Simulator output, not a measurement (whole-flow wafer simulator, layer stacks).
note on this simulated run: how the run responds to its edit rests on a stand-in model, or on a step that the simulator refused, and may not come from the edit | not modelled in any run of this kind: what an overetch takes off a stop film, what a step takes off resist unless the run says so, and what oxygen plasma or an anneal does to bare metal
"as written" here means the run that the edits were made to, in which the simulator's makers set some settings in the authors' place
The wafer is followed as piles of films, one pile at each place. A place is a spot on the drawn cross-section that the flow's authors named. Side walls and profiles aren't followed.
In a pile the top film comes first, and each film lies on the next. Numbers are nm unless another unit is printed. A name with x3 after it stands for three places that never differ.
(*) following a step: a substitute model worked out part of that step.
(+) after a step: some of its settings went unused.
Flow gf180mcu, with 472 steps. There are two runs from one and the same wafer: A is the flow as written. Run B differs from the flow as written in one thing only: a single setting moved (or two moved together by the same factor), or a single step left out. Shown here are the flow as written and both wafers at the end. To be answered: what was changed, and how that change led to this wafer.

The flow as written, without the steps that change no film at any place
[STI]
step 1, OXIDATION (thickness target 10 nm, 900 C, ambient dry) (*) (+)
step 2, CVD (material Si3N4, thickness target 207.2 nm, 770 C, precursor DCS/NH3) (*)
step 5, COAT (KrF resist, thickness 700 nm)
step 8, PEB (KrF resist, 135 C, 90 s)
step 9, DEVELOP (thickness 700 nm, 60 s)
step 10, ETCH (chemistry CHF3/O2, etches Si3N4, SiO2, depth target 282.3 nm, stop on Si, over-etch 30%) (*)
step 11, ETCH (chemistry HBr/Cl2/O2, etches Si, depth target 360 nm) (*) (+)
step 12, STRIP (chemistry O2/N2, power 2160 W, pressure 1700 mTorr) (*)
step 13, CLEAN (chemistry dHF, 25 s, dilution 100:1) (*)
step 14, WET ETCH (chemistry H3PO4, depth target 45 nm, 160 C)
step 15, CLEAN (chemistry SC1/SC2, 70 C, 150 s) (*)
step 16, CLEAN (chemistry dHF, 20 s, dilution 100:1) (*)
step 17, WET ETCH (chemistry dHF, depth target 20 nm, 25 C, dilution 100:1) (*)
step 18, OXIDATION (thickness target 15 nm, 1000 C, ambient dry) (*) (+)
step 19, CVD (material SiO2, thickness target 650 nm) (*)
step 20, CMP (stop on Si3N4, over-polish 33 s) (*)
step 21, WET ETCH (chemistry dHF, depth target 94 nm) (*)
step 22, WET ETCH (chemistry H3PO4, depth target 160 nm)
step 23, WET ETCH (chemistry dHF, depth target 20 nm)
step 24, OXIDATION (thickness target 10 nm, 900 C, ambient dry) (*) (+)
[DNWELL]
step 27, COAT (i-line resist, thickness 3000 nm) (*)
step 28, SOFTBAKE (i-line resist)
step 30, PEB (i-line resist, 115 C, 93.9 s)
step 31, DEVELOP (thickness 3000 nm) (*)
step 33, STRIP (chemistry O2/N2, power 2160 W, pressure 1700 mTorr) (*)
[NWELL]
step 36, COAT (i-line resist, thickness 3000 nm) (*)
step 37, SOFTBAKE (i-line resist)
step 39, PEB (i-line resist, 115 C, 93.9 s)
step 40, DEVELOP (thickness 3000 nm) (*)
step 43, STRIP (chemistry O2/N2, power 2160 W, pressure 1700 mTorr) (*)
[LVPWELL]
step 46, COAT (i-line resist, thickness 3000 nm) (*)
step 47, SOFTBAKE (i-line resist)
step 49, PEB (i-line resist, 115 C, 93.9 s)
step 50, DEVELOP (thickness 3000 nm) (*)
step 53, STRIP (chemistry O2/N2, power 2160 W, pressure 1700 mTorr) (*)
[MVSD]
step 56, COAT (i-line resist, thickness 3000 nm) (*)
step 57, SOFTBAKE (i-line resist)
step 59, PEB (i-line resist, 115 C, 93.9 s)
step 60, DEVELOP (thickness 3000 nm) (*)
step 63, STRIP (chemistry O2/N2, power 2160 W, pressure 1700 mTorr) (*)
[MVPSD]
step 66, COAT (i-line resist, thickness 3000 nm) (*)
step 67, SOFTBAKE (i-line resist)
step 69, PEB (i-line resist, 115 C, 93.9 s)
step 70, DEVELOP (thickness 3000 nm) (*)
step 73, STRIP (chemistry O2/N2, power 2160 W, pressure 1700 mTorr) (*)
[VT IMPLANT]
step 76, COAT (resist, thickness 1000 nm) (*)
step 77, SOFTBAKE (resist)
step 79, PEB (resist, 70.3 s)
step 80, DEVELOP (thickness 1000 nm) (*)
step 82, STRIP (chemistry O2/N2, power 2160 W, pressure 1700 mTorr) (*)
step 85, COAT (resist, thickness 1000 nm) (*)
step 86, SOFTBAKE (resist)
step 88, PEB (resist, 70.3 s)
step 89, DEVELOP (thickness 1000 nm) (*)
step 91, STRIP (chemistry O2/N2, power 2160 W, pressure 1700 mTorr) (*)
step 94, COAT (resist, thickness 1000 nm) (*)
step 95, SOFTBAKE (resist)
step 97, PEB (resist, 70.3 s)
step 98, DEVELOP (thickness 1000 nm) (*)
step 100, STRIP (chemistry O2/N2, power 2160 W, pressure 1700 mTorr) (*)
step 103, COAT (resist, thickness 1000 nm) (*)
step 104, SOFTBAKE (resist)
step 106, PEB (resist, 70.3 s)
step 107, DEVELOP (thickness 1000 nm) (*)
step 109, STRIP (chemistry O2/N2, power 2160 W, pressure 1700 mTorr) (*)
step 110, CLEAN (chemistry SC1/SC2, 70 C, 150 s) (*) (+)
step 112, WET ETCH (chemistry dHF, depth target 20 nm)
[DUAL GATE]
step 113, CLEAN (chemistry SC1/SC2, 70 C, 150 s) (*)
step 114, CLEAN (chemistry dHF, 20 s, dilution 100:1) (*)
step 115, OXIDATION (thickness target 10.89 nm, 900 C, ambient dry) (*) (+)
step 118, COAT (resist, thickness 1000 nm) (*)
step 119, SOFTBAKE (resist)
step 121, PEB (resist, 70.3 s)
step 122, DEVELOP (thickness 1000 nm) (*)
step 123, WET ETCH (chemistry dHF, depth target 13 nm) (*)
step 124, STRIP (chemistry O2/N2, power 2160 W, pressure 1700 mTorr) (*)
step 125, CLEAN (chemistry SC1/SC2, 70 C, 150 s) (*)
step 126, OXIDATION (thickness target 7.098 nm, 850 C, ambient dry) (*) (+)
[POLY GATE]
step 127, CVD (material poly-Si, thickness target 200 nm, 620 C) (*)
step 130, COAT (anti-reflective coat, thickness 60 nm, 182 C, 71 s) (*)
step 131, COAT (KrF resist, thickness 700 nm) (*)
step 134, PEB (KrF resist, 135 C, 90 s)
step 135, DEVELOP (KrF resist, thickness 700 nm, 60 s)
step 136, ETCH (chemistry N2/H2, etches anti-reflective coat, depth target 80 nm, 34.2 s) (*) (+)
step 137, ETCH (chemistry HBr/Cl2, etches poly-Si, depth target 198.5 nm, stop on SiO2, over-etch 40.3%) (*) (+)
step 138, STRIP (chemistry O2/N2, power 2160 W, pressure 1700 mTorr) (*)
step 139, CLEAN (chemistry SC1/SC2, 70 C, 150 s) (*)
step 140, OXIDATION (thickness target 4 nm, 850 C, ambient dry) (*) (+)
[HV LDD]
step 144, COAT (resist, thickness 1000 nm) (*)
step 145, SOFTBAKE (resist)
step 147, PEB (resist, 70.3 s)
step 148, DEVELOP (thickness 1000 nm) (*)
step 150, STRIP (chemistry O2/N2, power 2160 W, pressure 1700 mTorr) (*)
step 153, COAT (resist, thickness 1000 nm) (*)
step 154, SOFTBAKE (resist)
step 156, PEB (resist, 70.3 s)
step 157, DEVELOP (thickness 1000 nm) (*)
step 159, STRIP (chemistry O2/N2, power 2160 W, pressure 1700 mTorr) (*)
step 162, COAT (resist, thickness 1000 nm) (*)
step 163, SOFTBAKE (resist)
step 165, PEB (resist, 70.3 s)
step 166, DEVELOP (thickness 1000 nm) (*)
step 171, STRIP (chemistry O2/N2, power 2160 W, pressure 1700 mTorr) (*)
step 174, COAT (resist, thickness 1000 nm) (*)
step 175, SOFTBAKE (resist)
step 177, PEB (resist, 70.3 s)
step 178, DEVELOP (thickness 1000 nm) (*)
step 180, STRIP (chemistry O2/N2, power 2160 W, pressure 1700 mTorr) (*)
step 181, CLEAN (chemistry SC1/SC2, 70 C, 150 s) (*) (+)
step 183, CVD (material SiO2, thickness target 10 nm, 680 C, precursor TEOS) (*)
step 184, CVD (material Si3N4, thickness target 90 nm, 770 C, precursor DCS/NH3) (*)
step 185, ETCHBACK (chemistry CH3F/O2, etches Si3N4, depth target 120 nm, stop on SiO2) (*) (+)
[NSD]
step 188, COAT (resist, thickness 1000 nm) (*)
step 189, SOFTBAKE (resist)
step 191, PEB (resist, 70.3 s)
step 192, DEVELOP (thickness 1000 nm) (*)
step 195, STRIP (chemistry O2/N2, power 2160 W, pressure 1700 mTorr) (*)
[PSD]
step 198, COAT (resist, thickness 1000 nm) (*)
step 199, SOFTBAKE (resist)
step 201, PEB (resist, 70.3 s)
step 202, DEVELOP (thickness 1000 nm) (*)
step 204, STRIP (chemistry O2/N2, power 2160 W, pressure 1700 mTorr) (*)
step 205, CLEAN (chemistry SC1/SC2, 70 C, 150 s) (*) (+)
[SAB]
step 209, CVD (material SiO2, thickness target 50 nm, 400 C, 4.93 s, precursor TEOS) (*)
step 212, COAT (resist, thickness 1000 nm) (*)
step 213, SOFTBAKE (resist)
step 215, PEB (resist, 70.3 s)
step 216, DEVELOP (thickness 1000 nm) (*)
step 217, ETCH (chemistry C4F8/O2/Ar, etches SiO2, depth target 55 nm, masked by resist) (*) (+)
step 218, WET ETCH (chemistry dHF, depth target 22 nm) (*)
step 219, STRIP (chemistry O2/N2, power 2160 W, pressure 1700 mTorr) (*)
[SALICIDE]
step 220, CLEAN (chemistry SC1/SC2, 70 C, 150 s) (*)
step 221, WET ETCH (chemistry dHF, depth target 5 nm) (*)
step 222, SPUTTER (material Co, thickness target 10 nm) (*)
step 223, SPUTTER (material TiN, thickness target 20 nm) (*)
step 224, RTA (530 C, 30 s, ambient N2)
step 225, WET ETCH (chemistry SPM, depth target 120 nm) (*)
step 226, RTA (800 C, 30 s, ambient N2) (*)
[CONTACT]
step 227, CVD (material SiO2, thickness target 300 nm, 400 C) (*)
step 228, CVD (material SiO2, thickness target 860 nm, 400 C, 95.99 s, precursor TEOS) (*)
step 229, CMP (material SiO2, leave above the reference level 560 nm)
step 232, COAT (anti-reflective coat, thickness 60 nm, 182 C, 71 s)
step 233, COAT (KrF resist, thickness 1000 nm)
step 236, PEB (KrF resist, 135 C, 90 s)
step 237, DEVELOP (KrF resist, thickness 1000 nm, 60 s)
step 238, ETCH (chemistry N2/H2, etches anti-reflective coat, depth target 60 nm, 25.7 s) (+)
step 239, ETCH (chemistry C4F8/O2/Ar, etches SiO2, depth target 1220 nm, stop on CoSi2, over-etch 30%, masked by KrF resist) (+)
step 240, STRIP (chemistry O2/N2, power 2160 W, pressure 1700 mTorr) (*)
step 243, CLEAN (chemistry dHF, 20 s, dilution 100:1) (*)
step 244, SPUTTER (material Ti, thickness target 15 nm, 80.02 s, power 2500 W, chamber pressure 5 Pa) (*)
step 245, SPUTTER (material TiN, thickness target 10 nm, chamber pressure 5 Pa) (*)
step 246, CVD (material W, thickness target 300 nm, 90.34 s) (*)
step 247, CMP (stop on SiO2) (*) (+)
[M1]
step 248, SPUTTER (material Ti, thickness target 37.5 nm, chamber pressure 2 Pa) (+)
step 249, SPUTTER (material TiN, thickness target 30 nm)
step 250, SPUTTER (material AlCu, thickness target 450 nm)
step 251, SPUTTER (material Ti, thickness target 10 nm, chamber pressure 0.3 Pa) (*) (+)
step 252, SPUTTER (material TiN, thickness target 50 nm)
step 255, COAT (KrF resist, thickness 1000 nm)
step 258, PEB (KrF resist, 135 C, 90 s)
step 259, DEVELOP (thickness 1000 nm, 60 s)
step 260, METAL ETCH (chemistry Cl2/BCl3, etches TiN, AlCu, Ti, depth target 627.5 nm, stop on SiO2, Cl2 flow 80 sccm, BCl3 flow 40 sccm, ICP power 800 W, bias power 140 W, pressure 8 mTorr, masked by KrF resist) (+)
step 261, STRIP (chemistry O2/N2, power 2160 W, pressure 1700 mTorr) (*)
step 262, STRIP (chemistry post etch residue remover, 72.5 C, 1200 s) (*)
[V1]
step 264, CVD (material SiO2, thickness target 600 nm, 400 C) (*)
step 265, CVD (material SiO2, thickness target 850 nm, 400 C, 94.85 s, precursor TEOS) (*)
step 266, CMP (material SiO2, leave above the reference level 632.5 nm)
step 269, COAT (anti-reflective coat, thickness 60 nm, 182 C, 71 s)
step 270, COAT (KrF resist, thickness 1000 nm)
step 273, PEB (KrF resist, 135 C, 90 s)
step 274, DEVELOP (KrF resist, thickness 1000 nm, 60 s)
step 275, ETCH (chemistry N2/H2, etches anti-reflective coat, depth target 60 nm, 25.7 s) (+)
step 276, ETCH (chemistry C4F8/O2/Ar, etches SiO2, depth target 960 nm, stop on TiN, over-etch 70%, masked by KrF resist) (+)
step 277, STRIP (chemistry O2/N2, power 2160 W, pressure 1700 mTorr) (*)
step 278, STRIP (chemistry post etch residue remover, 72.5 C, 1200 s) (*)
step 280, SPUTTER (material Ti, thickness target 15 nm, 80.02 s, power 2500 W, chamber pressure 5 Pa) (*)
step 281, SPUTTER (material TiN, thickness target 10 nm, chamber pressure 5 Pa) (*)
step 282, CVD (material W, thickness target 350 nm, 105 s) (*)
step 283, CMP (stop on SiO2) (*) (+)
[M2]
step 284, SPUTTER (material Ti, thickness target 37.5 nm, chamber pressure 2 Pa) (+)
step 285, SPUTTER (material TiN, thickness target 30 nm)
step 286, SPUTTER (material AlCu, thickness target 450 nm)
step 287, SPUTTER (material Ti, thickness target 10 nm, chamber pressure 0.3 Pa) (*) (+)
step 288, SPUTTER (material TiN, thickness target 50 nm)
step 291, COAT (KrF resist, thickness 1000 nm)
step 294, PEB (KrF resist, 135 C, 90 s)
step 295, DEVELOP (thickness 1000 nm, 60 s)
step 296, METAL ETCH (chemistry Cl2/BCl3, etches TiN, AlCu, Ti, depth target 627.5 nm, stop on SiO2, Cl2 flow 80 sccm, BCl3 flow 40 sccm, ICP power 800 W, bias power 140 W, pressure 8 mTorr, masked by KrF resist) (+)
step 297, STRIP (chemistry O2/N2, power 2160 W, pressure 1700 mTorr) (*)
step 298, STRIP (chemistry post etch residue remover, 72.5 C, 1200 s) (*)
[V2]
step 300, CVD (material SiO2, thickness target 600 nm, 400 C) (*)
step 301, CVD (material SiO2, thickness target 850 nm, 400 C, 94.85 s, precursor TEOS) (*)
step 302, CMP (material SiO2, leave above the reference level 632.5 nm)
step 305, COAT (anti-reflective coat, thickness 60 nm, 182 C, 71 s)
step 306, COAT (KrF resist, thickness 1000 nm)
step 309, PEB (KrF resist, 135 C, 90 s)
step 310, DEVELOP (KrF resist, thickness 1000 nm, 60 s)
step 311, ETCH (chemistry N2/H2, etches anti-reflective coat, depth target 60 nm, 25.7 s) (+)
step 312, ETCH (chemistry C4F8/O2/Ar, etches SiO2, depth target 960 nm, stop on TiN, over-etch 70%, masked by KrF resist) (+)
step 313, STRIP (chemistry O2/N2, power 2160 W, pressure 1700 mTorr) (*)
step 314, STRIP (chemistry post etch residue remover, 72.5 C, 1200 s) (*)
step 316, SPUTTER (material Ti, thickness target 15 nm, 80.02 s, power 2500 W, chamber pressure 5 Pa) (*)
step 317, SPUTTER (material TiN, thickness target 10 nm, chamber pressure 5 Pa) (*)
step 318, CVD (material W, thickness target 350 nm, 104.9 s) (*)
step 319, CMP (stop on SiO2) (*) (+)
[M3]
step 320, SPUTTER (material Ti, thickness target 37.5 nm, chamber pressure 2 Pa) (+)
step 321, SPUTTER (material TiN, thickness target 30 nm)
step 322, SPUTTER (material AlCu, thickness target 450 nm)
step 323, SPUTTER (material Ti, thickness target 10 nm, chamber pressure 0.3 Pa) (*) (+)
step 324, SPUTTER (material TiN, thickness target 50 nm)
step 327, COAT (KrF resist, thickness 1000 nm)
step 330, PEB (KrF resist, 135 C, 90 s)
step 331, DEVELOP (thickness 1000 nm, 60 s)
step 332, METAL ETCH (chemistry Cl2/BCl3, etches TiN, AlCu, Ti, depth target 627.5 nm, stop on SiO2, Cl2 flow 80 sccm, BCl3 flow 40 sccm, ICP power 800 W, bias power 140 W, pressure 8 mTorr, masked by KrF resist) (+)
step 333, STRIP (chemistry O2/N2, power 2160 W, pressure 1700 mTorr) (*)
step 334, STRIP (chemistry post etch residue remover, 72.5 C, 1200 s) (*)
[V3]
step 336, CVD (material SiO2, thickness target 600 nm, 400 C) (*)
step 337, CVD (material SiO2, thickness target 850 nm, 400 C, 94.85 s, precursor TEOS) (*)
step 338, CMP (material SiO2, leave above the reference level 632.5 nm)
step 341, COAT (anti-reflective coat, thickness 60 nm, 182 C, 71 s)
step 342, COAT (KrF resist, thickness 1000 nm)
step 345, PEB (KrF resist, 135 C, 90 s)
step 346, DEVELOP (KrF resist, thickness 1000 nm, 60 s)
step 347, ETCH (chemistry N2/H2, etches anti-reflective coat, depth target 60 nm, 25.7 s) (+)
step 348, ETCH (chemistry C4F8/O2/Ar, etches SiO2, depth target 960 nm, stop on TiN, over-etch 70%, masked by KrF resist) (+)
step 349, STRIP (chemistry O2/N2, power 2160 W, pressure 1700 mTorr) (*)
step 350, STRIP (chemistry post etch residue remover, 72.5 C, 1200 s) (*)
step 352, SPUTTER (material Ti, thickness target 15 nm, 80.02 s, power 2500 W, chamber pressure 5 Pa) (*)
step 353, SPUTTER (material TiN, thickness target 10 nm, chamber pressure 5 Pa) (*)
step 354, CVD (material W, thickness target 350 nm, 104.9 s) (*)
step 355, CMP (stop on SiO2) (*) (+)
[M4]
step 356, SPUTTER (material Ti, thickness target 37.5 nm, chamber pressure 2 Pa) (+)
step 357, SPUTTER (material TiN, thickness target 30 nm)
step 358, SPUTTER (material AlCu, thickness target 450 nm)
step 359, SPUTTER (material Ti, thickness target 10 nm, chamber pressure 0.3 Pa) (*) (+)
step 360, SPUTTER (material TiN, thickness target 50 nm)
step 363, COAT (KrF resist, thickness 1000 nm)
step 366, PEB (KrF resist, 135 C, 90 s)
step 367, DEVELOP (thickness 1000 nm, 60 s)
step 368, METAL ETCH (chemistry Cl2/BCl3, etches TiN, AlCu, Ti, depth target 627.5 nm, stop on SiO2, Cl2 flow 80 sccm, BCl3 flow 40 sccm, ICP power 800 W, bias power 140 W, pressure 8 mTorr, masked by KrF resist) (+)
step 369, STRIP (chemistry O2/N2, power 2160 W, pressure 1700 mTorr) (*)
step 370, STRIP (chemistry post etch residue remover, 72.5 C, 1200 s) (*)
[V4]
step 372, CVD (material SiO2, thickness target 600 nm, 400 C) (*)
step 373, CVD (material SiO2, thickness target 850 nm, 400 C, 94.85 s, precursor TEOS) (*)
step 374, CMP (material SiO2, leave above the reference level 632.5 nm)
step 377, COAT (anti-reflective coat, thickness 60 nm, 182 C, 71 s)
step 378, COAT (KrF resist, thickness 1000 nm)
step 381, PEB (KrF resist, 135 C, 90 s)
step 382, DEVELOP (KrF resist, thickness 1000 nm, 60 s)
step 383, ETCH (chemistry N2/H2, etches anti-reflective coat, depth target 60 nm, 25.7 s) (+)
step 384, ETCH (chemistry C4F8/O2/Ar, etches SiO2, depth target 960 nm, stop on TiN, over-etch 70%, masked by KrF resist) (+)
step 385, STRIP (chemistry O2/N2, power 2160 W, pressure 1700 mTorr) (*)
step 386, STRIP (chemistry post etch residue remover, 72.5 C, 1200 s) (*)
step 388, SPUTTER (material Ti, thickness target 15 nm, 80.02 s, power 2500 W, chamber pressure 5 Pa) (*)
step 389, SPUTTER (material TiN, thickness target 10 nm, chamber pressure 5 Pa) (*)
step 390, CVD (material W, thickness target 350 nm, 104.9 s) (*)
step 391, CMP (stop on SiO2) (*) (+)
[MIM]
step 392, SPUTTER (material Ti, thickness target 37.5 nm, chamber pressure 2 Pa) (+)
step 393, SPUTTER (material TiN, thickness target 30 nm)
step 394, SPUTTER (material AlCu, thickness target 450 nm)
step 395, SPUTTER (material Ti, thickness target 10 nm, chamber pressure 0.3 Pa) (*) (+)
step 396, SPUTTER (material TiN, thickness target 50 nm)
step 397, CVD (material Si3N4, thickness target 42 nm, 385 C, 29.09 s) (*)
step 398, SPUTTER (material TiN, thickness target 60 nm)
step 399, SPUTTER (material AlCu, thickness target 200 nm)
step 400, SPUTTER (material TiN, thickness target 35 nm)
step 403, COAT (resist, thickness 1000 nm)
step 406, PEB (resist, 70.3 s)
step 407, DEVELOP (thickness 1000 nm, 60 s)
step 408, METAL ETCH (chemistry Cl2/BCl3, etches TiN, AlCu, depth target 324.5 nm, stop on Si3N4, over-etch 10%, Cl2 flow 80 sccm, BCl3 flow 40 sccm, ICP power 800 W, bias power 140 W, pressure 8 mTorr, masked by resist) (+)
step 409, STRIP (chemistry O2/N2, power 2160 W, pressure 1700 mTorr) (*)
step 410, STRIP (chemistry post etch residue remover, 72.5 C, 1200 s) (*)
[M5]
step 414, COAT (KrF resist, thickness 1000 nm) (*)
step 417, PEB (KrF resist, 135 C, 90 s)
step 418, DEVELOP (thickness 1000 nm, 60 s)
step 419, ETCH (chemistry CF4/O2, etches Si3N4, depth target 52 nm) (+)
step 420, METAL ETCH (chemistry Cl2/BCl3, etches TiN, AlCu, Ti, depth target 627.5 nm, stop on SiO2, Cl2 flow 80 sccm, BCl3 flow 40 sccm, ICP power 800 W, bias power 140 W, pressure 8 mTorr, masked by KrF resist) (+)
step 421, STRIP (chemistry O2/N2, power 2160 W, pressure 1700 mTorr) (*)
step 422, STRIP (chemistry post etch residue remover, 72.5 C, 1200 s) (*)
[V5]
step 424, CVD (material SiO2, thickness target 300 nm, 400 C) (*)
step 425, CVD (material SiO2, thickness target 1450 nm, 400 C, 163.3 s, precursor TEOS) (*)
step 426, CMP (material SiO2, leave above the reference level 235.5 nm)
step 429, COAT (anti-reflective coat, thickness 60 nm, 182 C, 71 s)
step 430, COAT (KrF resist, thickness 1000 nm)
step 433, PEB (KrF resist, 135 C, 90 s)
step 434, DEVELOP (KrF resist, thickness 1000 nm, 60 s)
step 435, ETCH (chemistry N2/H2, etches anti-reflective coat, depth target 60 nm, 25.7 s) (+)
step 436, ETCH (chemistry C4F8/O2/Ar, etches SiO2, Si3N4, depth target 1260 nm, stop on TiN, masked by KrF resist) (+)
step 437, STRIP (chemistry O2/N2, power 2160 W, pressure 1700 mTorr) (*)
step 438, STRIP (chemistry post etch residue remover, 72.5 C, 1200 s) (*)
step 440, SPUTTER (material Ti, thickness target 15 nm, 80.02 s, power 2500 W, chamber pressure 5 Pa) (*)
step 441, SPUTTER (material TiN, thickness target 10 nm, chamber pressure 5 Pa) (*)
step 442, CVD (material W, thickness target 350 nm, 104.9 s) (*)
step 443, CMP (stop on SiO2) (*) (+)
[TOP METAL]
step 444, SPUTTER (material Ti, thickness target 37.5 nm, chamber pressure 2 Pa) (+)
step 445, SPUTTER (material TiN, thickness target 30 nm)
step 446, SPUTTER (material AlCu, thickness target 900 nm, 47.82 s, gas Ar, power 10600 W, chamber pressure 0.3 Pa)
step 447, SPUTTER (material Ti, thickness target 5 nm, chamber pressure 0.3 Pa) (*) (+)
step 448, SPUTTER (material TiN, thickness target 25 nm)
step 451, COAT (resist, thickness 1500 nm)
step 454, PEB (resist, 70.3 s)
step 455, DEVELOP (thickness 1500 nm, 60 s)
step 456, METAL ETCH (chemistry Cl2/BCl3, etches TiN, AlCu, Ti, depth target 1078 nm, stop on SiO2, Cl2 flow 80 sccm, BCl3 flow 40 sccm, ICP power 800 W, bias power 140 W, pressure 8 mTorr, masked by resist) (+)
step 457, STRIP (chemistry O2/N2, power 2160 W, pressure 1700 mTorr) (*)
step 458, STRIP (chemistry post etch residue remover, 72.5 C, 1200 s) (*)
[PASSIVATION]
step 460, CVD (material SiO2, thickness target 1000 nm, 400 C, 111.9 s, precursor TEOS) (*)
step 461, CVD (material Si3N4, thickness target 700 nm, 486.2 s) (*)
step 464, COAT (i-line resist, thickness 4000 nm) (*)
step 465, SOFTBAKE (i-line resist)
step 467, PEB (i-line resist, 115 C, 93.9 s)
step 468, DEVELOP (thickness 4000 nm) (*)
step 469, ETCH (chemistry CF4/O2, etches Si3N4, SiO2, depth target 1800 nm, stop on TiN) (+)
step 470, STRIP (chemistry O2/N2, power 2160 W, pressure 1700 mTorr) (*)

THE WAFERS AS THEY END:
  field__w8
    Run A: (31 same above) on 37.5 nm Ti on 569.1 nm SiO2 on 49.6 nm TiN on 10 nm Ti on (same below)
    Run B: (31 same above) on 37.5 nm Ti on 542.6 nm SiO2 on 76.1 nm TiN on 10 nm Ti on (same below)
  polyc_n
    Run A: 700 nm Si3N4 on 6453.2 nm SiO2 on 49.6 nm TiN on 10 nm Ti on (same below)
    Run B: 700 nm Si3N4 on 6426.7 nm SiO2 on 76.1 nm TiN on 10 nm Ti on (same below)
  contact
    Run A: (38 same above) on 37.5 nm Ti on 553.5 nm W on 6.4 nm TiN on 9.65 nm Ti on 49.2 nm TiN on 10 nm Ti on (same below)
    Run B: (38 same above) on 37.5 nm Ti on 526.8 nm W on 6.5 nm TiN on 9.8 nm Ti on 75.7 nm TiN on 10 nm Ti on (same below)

What caused this: step 252, SPUTTER: thickness target 76.5 nm was run, whereas the flow has thickness target 50 nm.

The path from the change to this, step by step:
  step 252, SPUTTER (material TiN, thickness target 50 nm)
      field, field__w1, field__w2 and 108 more: A +50 TiN (new film) | B +76.5 TiN (new film)
  step 260, METAL ETCH (chemistry Cl2/BCl3, etches TiN, AlCu, Ti, depth target 627.5 nm, stop on SiO2, Cl2 flow 80 sccm, BCl3 flow 40 sccm, ICP power 800 W, bias power 140 W, pressure 8 mTorr, masked by KrF resist) (+)
      field, field__w1, field__w2 and 99 more: A -50 TiN (all of it), -10 Ti (all of it), -450 AlCu (all of it), -30 TiN (all of it), -37.5 Ti (all of it) | B -76.5 TiN (all of it), -10 Ti (all of it), -450 AlCu (all of it), -30 TiN (all of it), -37.5 Ti (all of it)
  step 266, CMP (material SiO2, leave above the reference level 632.5 nm)
      field__w8, contact, m1 and 6 more: A -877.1 SiO2 | B -903.6 SiO2
  step 276, ETCH (chemistry C4F8/O2/Ar, etches SiO2, depth target 960 nm, stop on TiN, over-etch 70%, masked by KrF resist) (+)
      field, field__w1, field__w2 and 107 more: A -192 KrF resist | B -185.6 KrF resist
      contact: A -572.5 SiO2 (all of it) | B -546 SiO2 (all of it)
  step 282, CVD (material W, thickness target 350 nm, 105 s) (*)
      contact: A +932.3 W (new film) | B +905.5 W (new film)
